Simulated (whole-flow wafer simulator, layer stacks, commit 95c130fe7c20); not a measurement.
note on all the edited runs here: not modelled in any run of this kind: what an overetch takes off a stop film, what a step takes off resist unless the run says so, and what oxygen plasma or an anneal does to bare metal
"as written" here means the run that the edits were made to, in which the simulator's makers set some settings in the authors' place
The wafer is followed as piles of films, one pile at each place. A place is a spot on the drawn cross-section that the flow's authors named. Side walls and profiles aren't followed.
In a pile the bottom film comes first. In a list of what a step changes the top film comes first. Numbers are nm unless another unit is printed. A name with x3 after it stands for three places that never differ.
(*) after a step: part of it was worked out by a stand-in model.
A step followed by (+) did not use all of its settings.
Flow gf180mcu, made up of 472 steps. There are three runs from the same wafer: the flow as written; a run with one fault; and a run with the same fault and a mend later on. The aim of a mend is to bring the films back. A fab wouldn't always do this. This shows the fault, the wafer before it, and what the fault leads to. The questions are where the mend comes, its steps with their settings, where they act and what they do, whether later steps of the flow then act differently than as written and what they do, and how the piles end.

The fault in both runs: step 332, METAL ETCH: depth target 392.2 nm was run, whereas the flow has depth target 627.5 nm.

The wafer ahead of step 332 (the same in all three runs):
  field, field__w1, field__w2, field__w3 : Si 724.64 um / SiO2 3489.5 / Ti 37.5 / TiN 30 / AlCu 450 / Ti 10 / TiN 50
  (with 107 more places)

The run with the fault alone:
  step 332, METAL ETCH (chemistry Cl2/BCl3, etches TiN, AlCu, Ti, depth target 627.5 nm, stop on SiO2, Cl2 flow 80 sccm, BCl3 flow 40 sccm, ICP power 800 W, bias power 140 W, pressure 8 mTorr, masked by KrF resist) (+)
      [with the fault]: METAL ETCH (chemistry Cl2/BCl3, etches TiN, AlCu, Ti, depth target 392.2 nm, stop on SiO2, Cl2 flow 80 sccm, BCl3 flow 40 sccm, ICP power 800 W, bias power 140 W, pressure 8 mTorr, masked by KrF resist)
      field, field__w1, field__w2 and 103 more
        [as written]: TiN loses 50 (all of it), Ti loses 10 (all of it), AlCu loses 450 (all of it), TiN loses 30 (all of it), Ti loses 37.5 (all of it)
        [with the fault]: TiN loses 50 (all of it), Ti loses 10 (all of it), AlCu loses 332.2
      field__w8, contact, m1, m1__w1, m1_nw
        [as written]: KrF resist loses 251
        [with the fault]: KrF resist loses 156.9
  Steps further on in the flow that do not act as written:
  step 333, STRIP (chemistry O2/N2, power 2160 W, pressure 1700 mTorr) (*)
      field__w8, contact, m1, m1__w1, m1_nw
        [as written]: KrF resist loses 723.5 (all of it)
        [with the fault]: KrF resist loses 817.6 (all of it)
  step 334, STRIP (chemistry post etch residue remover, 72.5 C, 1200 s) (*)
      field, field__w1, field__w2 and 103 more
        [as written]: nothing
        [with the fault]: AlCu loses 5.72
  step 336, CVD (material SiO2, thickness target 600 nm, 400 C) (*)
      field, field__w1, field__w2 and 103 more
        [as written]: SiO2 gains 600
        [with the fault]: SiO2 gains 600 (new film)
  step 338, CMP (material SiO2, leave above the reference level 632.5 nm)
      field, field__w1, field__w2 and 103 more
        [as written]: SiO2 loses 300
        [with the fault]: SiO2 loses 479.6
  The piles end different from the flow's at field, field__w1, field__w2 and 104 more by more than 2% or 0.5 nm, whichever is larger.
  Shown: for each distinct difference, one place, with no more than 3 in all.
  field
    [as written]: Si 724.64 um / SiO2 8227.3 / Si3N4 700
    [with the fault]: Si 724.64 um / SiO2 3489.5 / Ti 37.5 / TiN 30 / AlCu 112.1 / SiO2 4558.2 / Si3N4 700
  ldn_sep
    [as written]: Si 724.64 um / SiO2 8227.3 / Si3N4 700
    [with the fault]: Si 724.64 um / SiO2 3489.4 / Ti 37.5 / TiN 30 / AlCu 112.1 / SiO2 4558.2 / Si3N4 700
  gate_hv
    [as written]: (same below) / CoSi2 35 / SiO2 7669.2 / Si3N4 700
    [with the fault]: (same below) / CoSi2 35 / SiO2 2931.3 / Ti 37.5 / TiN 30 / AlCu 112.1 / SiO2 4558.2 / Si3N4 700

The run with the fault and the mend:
  The mend stands after step 332.
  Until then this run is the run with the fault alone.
  step 332a, METAL ETCH (chemistry Cl2/BCl3, etches TiN, AlCu, Ti, depth target 235.3 nm, stop on SiO2, Cl2 flow 80 sccm, BCl3 flow 40 sccm, ICP power 800 W, bias power 140 W, pressure 8 mTorr, masked by KrF resist) (+) (the flow's step 332 again, with other settings)
      field, field__w1, field__w2 and 103 more
        AlCu loses 117.8 (all of it), TiN loses 30 (all of it), Ti loses 37.5 (all of it)
      field__w8, contact, m1, m1__w1, m1_nw
        KrF resist loses 94.1
  Every later step of the flow that is run acts as written at every place that is followed.
  At every place that both follow, the piles at the end match the flow's.
